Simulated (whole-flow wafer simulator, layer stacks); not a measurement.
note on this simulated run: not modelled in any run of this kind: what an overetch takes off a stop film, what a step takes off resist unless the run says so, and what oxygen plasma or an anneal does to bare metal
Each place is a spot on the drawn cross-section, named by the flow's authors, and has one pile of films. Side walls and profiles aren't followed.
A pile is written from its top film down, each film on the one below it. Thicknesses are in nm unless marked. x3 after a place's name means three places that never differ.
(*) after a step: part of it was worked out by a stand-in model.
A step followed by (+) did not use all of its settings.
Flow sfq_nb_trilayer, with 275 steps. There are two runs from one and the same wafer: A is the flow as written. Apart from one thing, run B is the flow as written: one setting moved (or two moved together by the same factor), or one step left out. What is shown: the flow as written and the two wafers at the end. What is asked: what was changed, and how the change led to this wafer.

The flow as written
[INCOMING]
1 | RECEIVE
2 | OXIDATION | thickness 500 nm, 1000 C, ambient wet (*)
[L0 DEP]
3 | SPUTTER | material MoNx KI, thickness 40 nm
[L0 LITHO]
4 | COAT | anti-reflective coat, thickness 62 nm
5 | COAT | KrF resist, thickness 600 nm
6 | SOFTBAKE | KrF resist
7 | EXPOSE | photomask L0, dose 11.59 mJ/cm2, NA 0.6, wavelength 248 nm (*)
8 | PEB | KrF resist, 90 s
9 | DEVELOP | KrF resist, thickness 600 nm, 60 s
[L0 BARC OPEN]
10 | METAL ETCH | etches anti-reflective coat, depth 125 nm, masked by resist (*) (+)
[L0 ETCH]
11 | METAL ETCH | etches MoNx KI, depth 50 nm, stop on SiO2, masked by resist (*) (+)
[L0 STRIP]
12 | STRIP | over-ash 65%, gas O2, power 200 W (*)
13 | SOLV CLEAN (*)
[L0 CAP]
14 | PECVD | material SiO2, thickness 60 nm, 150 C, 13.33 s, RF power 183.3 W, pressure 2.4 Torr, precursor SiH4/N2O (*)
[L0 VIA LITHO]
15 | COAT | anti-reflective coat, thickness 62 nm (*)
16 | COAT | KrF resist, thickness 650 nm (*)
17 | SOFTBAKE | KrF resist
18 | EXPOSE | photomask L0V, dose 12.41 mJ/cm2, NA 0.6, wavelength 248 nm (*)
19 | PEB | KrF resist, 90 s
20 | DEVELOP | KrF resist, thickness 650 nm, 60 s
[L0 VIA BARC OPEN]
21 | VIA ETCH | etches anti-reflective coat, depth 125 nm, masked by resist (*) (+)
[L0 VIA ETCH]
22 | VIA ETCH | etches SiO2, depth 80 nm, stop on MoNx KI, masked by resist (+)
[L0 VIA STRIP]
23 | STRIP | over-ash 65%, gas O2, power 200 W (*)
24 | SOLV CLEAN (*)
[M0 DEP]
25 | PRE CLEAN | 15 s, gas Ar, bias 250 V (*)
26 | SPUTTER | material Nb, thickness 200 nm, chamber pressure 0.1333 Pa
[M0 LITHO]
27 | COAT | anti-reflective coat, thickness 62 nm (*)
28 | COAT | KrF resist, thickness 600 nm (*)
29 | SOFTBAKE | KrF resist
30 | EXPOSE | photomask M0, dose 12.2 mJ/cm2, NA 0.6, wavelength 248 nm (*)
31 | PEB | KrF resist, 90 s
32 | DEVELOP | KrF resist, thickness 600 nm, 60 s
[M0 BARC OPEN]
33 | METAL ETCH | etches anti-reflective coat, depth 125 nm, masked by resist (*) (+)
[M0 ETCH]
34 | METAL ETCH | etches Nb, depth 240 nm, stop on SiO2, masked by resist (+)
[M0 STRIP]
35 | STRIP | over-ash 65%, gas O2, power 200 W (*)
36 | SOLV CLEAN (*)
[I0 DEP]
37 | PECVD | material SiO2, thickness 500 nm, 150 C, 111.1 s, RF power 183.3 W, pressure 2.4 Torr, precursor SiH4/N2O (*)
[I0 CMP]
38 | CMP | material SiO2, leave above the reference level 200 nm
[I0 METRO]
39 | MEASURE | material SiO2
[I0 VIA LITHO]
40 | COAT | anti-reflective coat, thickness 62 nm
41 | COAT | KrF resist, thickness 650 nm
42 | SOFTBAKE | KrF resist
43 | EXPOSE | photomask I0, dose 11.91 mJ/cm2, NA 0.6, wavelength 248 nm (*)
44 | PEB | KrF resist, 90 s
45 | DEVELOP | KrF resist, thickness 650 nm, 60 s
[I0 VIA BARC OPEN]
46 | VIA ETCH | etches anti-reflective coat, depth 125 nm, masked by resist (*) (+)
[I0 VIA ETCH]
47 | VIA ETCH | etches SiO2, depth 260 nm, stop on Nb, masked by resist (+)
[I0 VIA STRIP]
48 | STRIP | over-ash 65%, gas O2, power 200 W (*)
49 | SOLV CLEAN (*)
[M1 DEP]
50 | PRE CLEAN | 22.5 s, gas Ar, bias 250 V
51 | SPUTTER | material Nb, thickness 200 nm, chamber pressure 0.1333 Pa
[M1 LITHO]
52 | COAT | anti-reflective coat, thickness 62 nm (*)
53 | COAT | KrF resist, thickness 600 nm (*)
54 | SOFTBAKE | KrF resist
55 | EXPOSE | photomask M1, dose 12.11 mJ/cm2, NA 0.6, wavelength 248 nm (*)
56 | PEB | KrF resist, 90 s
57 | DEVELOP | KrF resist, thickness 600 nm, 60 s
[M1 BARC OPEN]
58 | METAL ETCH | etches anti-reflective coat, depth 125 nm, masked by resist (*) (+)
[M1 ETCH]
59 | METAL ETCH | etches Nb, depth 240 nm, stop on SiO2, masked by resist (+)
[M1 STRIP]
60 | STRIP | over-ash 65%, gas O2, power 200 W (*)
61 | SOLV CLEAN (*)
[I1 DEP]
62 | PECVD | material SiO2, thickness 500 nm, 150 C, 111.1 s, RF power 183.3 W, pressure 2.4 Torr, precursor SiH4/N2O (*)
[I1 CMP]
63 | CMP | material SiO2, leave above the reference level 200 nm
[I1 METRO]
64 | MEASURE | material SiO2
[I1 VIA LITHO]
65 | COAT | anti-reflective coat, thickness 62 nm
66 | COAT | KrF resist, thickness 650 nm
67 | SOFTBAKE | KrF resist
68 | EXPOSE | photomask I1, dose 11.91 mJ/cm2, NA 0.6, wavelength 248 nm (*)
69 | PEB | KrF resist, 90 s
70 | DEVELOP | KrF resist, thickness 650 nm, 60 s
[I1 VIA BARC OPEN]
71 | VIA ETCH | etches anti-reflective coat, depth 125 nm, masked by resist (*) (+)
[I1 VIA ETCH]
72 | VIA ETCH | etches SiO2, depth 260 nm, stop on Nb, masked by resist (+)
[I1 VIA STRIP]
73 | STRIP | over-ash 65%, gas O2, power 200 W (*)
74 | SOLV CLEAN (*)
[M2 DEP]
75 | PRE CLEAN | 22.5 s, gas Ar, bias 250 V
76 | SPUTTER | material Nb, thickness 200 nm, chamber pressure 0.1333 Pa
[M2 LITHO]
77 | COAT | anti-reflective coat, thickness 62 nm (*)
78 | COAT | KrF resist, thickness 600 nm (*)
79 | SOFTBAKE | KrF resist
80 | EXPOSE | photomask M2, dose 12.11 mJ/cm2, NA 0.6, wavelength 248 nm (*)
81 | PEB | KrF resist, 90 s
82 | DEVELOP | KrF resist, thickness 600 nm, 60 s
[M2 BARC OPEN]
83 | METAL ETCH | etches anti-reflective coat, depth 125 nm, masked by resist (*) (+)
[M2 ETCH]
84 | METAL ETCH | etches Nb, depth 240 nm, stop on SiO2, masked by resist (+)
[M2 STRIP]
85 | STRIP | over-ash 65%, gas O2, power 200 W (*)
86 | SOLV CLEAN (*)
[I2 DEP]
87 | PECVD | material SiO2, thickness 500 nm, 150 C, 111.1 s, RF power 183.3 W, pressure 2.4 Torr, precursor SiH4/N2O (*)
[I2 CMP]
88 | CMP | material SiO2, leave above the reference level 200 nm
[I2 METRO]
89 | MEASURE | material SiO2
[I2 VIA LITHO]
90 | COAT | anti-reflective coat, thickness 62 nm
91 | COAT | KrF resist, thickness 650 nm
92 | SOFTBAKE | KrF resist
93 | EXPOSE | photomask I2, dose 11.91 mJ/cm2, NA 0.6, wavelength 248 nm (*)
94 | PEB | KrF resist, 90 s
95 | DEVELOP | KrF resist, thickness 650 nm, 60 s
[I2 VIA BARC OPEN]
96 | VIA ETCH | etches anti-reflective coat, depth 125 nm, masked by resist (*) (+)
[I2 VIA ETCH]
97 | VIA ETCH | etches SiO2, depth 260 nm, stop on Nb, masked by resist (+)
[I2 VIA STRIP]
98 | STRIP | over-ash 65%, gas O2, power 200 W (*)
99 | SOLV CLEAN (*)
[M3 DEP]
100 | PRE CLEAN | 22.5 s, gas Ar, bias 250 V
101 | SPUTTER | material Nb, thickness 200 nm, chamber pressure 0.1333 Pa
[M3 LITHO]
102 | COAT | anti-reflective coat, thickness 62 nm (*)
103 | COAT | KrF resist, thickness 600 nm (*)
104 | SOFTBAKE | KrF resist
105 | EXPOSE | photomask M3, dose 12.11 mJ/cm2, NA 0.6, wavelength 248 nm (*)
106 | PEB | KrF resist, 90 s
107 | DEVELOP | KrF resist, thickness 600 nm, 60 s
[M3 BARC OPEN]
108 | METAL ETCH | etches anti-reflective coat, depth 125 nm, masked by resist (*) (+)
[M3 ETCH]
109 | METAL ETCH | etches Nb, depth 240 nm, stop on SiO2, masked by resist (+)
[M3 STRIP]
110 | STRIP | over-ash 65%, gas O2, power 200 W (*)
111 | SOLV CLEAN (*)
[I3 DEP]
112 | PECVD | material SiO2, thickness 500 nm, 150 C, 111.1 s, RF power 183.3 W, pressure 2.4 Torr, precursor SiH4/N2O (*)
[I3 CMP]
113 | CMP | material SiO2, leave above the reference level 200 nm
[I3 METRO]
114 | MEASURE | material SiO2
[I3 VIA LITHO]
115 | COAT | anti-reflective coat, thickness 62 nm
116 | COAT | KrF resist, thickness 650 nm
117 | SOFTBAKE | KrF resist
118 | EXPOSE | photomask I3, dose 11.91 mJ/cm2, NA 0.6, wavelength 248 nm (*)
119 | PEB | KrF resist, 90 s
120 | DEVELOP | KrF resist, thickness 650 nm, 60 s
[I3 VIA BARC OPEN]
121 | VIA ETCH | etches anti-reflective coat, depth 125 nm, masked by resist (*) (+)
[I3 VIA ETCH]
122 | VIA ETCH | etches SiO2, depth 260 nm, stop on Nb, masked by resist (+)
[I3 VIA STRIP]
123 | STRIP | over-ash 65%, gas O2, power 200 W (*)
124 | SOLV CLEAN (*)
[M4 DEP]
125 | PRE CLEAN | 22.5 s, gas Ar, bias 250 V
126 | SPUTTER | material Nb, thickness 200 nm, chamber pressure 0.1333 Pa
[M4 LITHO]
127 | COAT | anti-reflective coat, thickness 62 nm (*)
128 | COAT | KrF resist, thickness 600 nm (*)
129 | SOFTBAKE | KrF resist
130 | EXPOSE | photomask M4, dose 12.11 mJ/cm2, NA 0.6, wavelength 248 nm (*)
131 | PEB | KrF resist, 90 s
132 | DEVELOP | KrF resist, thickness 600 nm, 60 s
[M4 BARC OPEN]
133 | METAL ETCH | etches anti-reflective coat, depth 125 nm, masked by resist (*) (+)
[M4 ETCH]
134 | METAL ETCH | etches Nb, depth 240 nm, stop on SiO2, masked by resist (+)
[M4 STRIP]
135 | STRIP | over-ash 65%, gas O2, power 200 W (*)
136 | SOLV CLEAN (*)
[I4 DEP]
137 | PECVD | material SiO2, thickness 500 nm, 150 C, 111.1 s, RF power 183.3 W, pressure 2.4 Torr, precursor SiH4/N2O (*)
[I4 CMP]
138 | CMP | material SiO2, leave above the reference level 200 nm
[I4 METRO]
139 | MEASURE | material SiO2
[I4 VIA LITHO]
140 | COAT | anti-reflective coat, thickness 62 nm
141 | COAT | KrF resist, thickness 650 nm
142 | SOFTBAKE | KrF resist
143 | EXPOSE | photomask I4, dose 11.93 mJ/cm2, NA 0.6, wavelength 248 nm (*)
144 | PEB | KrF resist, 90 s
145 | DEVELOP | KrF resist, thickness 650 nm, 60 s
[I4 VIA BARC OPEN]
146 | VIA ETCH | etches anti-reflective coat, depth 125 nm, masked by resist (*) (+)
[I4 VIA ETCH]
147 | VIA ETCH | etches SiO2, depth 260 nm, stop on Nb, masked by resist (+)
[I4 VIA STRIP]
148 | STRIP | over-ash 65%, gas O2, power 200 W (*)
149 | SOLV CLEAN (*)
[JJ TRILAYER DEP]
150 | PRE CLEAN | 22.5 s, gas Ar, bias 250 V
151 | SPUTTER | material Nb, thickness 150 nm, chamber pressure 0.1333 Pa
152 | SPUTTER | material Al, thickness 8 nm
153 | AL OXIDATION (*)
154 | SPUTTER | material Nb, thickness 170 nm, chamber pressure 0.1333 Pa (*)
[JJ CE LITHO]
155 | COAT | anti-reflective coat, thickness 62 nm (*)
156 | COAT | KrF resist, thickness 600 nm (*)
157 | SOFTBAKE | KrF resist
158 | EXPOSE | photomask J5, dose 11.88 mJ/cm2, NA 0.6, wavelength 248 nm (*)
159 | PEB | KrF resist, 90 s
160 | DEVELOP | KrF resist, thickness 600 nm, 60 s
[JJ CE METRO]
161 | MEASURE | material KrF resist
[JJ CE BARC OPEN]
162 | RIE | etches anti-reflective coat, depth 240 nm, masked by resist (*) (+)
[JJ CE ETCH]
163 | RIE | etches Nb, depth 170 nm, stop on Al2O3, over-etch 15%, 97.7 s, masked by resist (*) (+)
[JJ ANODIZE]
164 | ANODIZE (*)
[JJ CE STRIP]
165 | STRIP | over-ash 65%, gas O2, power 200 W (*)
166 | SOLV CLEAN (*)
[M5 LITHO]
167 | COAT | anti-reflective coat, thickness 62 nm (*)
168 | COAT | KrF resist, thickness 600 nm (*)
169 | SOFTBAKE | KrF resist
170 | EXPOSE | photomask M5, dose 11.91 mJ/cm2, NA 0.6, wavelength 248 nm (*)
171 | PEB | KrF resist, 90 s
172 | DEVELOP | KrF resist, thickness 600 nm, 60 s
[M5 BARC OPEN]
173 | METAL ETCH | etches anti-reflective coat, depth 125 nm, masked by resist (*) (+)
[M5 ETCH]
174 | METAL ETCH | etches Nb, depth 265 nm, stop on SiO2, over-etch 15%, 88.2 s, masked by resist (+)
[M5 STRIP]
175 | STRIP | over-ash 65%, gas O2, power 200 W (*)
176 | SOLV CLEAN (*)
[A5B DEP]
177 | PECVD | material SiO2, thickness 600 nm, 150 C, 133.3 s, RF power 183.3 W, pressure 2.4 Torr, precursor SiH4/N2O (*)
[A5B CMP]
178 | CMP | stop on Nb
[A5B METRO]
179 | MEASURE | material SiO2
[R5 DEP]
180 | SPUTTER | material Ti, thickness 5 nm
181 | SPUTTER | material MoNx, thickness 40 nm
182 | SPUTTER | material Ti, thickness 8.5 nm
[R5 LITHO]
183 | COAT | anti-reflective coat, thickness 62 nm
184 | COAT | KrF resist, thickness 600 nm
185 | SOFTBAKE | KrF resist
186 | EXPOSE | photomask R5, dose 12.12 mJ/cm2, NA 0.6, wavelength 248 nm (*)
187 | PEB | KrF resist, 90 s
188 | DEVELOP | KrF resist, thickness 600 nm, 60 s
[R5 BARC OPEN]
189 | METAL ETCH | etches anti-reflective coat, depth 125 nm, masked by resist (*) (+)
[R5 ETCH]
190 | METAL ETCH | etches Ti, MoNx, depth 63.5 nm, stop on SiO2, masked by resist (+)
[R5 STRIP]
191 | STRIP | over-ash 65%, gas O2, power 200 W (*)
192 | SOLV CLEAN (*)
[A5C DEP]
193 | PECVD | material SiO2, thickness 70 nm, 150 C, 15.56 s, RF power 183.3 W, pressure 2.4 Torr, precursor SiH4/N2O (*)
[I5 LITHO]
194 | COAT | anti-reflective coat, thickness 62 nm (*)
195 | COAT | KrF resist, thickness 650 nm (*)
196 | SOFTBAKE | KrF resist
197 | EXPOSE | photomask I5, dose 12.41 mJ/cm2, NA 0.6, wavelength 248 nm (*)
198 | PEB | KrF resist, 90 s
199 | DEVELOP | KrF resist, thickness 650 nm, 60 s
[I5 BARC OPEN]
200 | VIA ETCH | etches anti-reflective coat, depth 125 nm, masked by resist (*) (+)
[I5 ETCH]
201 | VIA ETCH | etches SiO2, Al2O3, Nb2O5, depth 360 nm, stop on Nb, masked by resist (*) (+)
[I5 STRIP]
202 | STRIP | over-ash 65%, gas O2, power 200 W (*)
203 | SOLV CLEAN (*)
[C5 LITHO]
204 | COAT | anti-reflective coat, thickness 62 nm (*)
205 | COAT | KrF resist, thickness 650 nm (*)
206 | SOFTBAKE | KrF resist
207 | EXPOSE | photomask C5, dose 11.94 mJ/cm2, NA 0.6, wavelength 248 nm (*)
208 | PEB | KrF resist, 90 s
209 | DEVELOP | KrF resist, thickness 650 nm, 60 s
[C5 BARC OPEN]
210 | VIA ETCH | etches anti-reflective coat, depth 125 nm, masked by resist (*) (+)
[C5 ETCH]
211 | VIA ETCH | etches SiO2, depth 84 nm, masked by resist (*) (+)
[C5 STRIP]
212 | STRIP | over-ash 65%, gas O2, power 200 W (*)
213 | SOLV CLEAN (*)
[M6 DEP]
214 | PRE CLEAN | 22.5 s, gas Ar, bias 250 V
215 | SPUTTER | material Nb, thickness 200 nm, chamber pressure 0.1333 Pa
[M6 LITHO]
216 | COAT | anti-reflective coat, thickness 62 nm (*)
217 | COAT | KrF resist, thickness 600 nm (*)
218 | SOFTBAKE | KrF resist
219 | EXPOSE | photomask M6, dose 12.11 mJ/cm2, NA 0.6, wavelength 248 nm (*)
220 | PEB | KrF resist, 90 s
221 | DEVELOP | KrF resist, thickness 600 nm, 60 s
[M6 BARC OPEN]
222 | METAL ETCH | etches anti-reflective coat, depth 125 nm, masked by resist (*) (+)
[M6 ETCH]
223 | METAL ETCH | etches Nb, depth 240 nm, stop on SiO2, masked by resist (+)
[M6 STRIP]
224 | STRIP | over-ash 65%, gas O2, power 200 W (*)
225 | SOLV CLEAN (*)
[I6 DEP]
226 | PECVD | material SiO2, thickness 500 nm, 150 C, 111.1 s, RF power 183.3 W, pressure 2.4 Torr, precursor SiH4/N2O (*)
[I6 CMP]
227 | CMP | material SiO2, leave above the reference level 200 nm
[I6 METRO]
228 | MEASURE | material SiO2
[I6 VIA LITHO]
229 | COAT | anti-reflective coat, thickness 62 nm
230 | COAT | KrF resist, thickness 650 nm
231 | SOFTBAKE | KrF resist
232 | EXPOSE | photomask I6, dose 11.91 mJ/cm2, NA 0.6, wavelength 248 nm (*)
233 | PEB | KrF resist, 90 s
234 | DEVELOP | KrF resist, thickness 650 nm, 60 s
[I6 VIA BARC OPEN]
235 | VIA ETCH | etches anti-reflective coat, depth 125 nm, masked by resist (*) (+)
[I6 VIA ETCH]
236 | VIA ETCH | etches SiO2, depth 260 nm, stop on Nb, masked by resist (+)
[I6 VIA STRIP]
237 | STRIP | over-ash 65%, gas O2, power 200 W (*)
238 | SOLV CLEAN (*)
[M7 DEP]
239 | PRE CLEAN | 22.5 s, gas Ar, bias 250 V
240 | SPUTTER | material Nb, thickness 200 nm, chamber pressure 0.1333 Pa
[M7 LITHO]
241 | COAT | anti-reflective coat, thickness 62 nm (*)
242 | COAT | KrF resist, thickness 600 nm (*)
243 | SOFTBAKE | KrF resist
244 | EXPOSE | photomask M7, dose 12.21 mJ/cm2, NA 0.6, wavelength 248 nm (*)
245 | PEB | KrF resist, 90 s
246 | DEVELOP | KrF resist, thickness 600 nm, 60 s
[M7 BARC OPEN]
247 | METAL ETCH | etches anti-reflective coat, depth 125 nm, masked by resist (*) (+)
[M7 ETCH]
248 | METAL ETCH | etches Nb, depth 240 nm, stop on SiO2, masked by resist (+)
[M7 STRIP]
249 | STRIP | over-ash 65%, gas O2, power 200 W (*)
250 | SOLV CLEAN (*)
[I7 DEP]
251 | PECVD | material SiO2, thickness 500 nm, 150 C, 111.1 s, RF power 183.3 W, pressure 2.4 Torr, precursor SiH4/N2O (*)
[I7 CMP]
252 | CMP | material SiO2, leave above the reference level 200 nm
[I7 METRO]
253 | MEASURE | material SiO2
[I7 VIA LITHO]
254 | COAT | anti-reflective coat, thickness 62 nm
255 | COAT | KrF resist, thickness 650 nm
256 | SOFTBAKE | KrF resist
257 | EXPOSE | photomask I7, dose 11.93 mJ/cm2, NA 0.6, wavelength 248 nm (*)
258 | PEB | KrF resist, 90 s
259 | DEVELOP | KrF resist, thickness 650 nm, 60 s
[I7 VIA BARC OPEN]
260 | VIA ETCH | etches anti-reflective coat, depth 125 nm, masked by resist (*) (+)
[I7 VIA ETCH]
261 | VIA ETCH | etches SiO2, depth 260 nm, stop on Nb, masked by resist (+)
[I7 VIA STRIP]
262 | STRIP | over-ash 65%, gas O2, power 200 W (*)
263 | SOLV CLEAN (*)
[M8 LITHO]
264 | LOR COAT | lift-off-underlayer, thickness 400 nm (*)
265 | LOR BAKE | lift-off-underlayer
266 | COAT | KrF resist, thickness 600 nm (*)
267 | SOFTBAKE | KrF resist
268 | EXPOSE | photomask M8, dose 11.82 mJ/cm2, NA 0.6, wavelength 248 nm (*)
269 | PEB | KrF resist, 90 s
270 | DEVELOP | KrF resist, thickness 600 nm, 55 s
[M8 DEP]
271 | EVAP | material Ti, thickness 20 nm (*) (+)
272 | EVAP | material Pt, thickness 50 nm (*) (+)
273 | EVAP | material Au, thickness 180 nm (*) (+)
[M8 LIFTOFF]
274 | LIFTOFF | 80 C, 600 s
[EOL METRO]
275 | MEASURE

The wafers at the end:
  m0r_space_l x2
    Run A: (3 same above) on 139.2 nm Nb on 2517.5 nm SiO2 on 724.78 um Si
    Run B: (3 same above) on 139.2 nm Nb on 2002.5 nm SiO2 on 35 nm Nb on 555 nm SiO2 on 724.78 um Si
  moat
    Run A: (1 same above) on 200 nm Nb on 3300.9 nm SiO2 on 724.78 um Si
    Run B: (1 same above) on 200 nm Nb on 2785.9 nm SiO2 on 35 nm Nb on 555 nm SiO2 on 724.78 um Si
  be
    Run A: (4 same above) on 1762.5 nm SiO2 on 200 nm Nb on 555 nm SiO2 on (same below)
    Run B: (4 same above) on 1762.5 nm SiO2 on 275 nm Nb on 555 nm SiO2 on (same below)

Cause: step 26, SPUTTER: thickness 275 nm was run, whereas the flow has thickness 200 nm.
The wafer itself shows it: be has Nb 275, and step 26 as written asks for 200 nm.

Step by step, how the change led to this:
  26 | SPUTTER | material Nb, thickness 200 nm, chamber pressure 0.1333 Pa
      field_l, v_sur, via_wl and 102 more: A +200 Nb (new film) | B +275 Nb (new film)
      l0v: A +195.7 Nb (new film) | B +270.9 Nb (new film)
  34 | METAL ETCH | etches Nb, depth 240 nm, stop on SiO2, masked by resist (+)
      moat, m0r_space_l x2: A -200 Nb (all of it) | B -240 Nb
  37 | PECVD | material SiO2, thickness 500 nm, 150 C, 111.1 s, RF power 183.3 W, pressure 2.4 Torr, precursor SiH4/N2O (*)
      moat, m0r_space_l x2: A +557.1 SiO2 | B +597.1 SiO2 (new film)
If metal films that touch count as one body, m0r_space_l x2 has 2 bodies (between them, from the top down: SiO2 2002.5); the flow as written gives 1 body.
If metal films that touch count as one body, moat has 2 bodies (between them, from the top down: SiO2 2785.9); the flow as written gives 1 body.
